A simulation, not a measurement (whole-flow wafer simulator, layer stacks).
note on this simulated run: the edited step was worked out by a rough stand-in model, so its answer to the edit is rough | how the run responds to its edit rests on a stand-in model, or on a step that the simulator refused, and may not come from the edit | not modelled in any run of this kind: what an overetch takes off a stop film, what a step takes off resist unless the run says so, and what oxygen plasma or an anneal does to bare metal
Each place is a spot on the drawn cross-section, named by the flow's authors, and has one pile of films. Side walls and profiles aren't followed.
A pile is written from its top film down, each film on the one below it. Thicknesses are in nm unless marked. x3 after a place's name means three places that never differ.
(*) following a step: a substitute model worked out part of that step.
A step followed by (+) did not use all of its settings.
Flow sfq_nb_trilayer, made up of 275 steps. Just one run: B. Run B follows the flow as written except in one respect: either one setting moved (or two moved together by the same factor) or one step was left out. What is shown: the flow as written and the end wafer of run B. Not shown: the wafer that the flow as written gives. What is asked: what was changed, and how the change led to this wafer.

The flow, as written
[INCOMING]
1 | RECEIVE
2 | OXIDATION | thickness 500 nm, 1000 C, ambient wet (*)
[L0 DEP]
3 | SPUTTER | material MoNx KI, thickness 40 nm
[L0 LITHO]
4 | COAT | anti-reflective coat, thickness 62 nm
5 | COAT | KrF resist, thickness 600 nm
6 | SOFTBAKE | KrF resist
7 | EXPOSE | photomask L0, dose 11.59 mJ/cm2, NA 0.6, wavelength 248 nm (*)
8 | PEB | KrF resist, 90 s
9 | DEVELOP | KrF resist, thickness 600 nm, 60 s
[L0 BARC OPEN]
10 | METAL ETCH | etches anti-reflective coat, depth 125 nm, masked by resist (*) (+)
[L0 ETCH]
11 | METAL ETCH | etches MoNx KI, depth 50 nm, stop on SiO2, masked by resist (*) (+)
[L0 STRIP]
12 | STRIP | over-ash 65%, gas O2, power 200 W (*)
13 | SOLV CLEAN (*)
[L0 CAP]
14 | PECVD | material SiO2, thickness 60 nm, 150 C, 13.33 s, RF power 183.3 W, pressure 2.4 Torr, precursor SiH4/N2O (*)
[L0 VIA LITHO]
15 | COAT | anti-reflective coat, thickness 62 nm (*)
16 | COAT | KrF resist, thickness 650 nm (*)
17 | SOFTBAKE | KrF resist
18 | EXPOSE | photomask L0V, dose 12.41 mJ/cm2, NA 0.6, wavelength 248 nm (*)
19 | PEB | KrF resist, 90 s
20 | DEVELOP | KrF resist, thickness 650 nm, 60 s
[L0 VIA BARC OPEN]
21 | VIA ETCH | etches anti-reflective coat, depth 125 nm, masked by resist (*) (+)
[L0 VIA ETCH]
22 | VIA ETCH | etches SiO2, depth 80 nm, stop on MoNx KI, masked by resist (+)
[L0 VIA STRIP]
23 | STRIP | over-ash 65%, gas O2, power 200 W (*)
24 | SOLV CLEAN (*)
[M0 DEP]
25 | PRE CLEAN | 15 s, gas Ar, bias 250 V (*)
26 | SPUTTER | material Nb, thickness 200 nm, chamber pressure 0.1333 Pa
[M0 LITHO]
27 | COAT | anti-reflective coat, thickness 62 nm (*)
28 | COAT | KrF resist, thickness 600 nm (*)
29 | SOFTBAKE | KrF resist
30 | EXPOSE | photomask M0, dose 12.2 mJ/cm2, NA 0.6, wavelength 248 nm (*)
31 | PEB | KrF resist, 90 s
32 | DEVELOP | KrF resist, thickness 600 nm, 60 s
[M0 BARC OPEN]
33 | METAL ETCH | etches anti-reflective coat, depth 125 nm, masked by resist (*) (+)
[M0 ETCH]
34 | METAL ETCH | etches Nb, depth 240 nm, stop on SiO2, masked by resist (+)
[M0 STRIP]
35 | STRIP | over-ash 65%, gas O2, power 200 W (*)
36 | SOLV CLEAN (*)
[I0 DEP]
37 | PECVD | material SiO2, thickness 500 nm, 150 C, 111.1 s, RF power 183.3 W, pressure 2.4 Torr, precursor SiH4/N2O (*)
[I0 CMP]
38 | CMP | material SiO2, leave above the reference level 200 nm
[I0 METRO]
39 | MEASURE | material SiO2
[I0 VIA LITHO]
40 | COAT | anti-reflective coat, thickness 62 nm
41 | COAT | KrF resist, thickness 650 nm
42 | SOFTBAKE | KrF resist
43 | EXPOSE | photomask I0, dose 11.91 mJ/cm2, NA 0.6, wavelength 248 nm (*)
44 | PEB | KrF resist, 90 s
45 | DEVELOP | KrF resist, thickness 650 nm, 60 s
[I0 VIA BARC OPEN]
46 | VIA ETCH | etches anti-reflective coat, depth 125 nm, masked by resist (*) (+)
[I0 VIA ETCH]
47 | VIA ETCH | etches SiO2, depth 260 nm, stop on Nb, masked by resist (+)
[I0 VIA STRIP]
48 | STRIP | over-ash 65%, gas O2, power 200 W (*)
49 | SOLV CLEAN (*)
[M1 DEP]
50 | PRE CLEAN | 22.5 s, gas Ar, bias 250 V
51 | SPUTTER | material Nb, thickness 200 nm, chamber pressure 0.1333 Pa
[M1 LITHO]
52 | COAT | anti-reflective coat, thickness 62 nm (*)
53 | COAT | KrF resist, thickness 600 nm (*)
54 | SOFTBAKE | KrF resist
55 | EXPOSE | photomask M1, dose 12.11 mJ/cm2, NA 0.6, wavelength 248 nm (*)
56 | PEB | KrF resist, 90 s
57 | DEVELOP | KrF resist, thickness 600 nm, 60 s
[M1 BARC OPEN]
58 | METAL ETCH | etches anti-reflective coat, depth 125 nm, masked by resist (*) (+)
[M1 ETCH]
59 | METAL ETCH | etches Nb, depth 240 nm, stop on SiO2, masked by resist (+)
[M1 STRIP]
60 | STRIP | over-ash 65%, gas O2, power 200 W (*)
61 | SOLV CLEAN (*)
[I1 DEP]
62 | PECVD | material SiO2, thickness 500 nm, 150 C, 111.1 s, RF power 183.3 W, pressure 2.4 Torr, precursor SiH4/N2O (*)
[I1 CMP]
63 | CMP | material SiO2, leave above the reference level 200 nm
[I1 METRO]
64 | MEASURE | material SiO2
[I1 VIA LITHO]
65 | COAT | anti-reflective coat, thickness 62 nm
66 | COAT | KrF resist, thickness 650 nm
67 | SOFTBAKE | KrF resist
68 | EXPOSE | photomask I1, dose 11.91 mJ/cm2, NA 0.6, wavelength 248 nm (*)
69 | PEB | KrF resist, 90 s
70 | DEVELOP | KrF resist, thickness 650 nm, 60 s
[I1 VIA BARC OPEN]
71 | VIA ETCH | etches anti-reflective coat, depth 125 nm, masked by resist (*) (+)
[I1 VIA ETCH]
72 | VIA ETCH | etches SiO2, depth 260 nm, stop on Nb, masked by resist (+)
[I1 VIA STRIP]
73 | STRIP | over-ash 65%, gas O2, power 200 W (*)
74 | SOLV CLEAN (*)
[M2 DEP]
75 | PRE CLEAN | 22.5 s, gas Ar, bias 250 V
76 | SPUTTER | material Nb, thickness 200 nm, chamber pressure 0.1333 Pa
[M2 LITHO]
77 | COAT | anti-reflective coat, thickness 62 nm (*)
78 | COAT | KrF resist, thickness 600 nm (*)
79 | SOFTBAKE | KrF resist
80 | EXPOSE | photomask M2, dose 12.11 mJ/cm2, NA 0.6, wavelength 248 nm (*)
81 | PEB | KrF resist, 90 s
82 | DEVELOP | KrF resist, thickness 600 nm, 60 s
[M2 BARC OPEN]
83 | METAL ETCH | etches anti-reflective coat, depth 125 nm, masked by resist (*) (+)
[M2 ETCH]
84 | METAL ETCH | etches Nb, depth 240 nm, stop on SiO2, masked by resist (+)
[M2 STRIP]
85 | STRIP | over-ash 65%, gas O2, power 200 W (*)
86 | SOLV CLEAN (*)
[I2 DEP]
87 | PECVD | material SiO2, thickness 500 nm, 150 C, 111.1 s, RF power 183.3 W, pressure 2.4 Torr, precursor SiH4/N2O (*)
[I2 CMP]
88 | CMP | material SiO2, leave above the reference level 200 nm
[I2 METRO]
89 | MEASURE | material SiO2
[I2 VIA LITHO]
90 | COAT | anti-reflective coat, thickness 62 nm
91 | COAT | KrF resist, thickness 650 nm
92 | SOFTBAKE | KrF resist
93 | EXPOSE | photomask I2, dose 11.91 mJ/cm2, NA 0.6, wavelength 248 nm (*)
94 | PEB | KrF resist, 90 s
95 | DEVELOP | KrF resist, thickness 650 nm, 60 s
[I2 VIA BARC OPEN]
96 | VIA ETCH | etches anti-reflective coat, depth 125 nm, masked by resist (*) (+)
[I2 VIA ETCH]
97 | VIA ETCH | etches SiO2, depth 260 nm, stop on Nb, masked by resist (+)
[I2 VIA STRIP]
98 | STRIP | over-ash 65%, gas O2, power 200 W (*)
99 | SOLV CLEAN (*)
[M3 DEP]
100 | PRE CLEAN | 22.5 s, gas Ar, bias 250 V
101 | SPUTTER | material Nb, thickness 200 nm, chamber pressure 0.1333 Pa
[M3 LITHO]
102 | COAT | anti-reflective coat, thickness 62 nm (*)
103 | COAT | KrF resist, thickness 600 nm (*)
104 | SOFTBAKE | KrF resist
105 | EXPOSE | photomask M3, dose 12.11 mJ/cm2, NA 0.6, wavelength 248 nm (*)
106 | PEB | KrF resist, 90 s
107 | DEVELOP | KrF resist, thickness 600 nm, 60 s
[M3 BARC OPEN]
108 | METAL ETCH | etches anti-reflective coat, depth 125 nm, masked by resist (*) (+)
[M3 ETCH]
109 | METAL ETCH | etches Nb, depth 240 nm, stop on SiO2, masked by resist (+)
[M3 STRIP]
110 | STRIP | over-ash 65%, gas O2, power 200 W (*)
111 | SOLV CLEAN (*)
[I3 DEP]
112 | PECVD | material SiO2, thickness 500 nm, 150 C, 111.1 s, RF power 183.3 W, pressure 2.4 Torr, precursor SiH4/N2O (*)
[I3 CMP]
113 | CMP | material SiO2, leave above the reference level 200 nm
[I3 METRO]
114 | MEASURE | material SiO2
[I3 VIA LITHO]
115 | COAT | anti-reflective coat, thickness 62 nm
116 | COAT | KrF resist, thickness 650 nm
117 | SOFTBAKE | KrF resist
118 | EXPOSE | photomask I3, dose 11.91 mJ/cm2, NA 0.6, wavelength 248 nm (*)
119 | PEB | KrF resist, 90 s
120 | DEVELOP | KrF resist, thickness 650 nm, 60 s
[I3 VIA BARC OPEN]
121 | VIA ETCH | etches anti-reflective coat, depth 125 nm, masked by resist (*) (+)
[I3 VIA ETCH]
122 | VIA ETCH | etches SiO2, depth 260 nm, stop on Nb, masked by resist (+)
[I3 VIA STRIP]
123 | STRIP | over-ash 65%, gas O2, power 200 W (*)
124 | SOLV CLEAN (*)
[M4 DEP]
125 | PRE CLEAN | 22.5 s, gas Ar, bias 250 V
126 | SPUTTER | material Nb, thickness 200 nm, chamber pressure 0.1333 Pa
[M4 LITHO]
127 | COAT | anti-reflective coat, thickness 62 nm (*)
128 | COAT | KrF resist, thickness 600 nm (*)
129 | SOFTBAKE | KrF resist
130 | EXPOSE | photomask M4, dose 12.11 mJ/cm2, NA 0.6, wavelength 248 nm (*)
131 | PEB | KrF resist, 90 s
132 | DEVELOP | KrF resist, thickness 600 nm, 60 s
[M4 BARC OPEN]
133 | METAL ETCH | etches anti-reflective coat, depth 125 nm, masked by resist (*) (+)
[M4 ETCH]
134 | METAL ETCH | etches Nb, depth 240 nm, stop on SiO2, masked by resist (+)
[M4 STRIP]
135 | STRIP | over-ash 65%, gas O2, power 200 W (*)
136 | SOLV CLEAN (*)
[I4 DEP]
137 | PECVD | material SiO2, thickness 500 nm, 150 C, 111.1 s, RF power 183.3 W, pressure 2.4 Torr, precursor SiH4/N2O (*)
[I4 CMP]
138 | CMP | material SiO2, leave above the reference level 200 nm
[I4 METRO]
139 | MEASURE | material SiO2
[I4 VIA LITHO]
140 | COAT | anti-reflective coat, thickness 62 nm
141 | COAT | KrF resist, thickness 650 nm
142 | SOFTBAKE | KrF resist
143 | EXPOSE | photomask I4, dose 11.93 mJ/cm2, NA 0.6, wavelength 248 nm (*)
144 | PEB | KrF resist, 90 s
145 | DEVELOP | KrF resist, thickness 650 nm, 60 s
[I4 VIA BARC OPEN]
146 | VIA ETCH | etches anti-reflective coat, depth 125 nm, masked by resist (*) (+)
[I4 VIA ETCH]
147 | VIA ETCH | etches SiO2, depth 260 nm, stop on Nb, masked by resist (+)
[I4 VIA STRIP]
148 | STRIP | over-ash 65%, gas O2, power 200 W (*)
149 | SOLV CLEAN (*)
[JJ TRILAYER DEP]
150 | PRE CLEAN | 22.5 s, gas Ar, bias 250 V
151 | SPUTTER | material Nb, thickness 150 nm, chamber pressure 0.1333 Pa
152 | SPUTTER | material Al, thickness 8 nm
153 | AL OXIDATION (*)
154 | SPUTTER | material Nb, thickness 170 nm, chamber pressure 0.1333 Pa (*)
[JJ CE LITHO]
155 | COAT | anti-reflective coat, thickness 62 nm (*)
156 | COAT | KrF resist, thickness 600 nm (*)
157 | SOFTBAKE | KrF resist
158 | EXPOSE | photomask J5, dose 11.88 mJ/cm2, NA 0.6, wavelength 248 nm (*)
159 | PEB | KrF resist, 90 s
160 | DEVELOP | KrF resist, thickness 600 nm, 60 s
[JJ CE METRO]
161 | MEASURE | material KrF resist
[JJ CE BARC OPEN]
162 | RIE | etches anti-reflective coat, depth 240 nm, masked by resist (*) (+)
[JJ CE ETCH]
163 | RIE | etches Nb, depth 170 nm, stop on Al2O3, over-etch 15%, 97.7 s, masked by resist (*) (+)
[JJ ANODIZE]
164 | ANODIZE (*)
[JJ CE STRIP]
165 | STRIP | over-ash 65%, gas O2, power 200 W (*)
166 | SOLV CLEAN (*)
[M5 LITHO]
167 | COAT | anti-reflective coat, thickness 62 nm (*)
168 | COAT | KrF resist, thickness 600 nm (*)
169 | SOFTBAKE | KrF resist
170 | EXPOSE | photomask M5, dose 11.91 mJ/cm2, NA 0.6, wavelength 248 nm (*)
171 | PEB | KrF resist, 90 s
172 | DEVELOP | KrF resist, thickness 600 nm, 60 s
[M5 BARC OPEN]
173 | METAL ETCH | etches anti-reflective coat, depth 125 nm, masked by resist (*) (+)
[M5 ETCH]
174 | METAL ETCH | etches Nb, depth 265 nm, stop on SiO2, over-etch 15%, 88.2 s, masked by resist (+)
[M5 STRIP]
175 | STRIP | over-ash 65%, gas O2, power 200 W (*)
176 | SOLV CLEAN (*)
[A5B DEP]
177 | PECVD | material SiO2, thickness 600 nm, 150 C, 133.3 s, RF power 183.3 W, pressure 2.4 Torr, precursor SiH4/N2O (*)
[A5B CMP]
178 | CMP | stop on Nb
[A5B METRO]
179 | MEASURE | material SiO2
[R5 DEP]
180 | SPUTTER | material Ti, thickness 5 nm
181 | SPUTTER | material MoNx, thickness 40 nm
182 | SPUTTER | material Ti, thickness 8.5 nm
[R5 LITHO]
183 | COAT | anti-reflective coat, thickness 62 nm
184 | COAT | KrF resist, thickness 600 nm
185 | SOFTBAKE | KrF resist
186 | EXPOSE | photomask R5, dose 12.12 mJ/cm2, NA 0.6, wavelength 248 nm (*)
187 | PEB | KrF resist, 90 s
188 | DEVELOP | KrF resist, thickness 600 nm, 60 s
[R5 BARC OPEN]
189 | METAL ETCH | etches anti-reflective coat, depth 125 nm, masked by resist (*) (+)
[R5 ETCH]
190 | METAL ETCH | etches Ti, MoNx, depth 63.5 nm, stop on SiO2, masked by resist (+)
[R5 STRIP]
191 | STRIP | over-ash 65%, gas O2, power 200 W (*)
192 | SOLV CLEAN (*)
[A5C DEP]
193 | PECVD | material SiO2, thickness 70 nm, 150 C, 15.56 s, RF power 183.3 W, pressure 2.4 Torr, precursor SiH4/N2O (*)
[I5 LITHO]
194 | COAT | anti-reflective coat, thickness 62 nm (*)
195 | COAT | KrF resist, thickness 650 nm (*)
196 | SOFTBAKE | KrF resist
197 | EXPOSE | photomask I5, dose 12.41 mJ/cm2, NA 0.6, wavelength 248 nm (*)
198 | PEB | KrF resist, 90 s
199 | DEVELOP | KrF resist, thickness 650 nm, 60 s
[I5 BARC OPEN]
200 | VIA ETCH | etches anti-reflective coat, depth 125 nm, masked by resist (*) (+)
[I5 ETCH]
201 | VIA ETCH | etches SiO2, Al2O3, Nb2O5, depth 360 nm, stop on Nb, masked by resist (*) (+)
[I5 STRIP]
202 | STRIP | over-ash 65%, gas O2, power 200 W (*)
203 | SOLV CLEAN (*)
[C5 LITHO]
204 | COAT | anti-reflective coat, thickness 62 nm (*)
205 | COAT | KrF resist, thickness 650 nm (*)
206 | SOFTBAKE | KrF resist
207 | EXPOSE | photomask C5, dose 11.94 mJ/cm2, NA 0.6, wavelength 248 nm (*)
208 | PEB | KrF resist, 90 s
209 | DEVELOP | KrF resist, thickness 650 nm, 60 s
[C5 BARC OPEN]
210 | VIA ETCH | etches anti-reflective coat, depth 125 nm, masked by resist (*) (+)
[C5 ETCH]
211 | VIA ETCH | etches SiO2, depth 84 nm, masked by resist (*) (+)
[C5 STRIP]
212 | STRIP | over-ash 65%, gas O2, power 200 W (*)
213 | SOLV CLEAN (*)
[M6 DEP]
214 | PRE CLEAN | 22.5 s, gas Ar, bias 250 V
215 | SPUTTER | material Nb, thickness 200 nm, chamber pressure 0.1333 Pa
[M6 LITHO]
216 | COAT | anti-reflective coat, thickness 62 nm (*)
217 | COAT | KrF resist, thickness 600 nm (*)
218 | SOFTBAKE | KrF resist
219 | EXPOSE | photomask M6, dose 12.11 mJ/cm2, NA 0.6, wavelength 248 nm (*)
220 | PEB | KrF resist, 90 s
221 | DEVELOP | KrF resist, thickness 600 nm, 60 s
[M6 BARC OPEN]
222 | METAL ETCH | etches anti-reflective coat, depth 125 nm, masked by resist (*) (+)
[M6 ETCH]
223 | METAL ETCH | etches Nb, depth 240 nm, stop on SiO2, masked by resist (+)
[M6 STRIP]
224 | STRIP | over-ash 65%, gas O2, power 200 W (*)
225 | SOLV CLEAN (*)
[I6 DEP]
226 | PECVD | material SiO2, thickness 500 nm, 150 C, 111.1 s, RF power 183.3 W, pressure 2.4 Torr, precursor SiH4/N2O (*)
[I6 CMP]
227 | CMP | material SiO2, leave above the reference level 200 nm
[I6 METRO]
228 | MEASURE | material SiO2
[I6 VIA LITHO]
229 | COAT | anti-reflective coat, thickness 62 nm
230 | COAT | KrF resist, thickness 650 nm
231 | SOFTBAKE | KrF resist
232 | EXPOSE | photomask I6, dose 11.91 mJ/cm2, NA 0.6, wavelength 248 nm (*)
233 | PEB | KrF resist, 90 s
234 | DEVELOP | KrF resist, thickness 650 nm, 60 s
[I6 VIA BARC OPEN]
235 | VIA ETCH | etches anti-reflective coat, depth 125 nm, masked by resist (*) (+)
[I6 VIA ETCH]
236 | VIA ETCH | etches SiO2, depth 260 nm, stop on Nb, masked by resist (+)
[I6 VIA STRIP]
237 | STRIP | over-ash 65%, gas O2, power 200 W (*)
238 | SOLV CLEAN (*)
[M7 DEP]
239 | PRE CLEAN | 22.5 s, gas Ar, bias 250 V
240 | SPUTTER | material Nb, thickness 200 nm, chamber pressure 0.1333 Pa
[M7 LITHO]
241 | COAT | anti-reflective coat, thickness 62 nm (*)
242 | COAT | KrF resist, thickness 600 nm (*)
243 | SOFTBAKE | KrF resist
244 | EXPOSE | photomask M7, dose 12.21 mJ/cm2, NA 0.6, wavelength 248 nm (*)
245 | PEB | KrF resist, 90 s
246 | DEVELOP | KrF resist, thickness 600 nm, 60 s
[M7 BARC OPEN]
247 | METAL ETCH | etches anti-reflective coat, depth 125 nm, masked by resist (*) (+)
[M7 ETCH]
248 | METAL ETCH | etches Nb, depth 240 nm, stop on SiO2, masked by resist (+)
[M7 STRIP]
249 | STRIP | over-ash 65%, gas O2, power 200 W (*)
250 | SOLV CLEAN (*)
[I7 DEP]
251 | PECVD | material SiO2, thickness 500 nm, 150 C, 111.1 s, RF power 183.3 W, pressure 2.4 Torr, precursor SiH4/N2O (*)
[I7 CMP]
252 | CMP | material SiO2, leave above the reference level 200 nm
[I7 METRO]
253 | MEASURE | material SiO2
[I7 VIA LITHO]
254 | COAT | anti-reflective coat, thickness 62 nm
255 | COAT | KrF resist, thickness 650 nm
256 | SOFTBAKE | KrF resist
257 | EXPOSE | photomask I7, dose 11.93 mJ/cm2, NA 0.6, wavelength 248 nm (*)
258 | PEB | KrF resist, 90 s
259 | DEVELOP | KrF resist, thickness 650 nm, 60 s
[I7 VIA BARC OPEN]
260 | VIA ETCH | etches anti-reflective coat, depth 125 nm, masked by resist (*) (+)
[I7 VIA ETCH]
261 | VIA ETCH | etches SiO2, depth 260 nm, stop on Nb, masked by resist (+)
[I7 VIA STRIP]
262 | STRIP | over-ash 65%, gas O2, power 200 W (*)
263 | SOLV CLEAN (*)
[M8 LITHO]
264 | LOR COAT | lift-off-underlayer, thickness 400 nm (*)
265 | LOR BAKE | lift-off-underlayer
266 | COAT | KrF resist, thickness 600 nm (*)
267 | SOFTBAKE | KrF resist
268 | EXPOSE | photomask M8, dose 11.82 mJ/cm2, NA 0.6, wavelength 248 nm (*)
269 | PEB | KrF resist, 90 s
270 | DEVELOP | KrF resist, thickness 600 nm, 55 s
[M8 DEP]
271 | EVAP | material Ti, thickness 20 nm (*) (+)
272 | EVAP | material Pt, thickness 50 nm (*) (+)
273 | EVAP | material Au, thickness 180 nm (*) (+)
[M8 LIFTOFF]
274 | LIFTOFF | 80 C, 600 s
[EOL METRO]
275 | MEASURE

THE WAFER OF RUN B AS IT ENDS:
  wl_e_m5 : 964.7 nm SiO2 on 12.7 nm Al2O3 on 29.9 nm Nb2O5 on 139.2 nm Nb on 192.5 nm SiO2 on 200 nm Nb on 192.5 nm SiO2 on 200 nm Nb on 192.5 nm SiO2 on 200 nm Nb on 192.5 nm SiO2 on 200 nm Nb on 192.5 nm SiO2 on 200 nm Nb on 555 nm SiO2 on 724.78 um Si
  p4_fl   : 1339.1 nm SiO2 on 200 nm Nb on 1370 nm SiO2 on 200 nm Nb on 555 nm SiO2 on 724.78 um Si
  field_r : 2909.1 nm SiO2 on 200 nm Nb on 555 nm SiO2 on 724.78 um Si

What caused this: step 193, PECVD: thickness 33.2 nm was run, though the flow has thickness 70 nm; step 193, PECVD: 7.389 s was run, where the flow has 15.56 s.

The path from the change to this, step by step:
  193 | PECVD | material SiO2, thickness 70 nm, 150 C, 15.56 s, RF power 183.3 W, pressure 2.4 Torr, precursor SiH4/N2O (*)
      field_l, v_sur, via_wl and 92 more: SiO2 gains 33.2 (in the flow as written it would be: SiO2 gains 70)
      ce_l, c5j, ce_r and 8 more: SiO2 gains 33.2 (new film) (in the flow as written it would be: SiO2 gains 70 (new film))
  201 | VIA ETCH | etches SiO2, Al2O3, Nb2O5, depth 360 nm, stop on Nb, masked by resist (*) (+)
      be: SiO2 loses 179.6 (all of it), Al2O3 loses 12.7 (all of it), Nb2O5 loses 29.9 (all of it) (in the flow as written it would be: SiO2 loses 216.4 (all of it), Al2O3 loses 12.7 (all of it), Nb2O5 loses 29.9 (all of it))
  204 | COAT | anti-reflective coat, thickness 62 nm (*)
      wire: anti-reflective coat gains 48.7 (new film) (in the flow as written it would be: anti-reflective coat gains 47.4 (new film))
      be: anti-reflective coat gains 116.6 (new film) (in the flow as written it would be: anti-reflective coat gains 122.2 (new film))
      (and at 1 other place as well)
  205 | COAT | KrF resist, thickness 650 nm (*)
      be: KrF resist gains 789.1 (new film) (in the flow as written it would be: KrF resist gains 815.3 (new film))
  211 | VIA ETCH | etches SiO2, depth 84 nm, masked by resist (*) (+)
      field_l, v_sur, via_wl and 101 more: KrF resist loses 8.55 (in the flow as written it would be: KrF resist loses 14.5)
      c5j: SiO2 loses 33.1 (all of it), Nb loses 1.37 (in the flow as written it would be: SiO2 loses 69.9 (all of it), Nb loses 1.18)
      (and at 1 other place as well)
  212 | STRIP | over-ash 65%, gas O2, power 200 W (*)
      wire: KrF resist loses 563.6 (all of it), anti-reflective coat loses 48.7 (all of it) (in the flow as written it would be: KrF resist loses 555.8 (all of it), anti-reflective coat loses 47.4 (all of it))
      be: KrF resist loses 707.9 (all of it), anti-reflective coat loses 116.6 (all of it) (in the flow as written it would be: KrF resist loses 728.2 (all of it), anti-reflective coat loses 122.2 (all of it))
      (and at 1 other place as well)
  215 | SPUTTER | material Nb, thickness 200 nm, chamber pressure 0.1333 Pa
      be: Nb gains 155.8 (in the flow as written it would be: Nb gains 147.3)
      c5j: Nb gains 197.5 (in the flow as written it would be: Nb gains 188.4)
      (and at 1 other place as well)
  216 | COAT | anti-reflective coat, thickness 62 nm (*)
      wire: anti-reflective coat gains 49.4 (new film) (in the flow as written it would be: anti-reflective coat gains 48.3 (new film))
      be: anti-reflective coat gains 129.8 (new film) (in the flow as written it would be: anti-reflective coat gains 136.7 (new film))
      (and at 9 other places as well)
  217 | COAT | KrF resist, thickness 600 nm (*)
      be: KrF resist gains 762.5 (new film) (in the flow as written it would be: KrF resist gains 793.9 (new film))
      c5j: KrF resist gains 620.9 (new film) (in the flow as written it would be: KrF resist gains 636 (new film))
      (and at 1 other place as well)
  224 | STRIP | over-ash 65%, gas O2, power 200 W (*)
      wire: KrF resist loses 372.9 (all of it), anti-reflective coat loses 49.4 (all of it) (in the flow as written it would be: KrF resist loses 369.8 (all of it), anti-reflective coat loses 48.3 (all of it))
      be: KrF resist loses 544.4 (all of it), anti-reflective coat loses 129.8 (all of it) (in the flow as written it would be: KrF resist loses 575.8 (all of it), anti-reflective coat loses 136.7 (all of it))
      (and at 9 other places as well)
  226 | PECVD | material SiO2, thickness 500 nm, 150 C, 111.1 s, RF power 183.3 W, pressure 2.4 Torr, precursor SiH4/N2O (*)
      be: SiO2 gains 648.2 (new film) (in the flow as written it would be: SiO2 gains 693.5 (new film))
      c5j: SiO2 gains 500 (new film) (in the flow as written it would be: SiO2 gains 514.7 (new film))
  227 | CMP | material SiO2, leave above the reference level 200 nm
      c5j: SiO2 loses 253.9 (in the flow as written it would be: SiO2 loses 223)
      res: SiO2 loses 323.3 (in the flow as written it would be: SiO2 loses 279.4)
